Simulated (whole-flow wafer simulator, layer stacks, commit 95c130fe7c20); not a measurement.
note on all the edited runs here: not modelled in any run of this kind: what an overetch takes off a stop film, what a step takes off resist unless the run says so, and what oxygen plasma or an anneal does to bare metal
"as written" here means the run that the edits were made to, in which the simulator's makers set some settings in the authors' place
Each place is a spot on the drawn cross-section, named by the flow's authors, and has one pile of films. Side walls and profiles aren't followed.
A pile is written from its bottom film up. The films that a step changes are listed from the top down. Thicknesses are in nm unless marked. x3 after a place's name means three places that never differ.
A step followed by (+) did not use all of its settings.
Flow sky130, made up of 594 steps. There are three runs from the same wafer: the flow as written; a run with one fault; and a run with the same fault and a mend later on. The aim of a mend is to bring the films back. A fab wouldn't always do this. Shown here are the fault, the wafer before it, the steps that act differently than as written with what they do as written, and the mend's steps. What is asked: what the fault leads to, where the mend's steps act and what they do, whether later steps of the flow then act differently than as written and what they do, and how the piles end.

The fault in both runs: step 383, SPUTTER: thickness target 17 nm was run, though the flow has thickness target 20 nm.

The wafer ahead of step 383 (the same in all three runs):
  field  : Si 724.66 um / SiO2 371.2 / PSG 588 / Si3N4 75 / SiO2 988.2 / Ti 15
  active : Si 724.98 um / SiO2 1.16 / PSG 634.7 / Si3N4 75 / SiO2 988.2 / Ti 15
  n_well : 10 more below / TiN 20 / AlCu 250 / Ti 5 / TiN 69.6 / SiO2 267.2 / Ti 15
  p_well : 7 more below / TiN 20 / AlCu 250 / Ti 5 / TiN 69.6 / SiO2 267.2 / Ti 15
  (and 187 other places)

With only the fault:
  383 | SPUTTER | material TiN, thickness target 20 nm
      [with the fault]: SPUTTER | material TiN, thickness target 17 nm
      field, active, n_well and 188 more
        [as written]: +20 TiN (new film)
        [with the fault]: +17 TiN (new film)
  Steps later in the flow that act otherwise than as written (5 other steps are not shown; they differ only slightly, by no more than 2% or 0.5 nm, whichever is larger):
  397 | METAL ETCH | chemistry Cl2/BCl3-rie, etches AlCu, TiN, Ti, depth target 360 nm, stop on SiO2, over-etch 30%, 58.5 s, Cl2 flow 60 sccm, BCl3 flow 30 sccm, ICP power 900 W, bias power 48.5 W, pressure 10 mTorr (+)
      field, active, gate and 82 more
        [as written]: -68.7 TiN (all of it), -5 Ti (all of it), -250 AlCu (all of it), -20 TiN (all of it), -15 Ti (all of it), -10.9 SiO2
        [with the fault]: -68.7 TiN (all of it), -5 Ti (all of it), -250 AlCu (all of it), -17 TiN (all of it), -15 Ti (all of it), -11.2 SiO2
  At n_well, p_well, gate_hv and 103 more, the piles at the end differ from the flow's by more than 2% or 0.5 nm, whichever is larger.
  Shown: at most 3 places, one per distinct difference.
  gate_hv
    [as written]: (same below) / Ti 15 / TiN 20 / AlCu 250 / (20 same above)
    [with the fault]: (same below) / Ti 15 / TiN 17 / AlCu 250 / (20 same above)
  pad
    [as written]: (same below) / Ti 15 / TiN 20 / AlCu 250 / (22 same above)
    [with the fault]: (same below) / Ti 15 / TiN 17 / AlCu 250 / (22 same above)
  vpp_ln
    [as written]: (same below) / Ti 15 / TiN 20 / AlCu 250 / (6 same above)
    [with the fault]: (same below) / Ti 15 / TiN 17 / AlCu 250 / (6 same above)

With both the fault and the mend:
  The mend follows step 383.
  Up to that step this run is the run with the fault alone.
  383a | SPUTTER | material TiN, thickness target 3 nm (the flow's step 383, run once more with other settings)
      field, active, n_well and 188 more
        +3 TiN
  Later steps of the flow that are run all act as written at every place that is followed.
  The piles end the same as the flow's at every place that both follow.
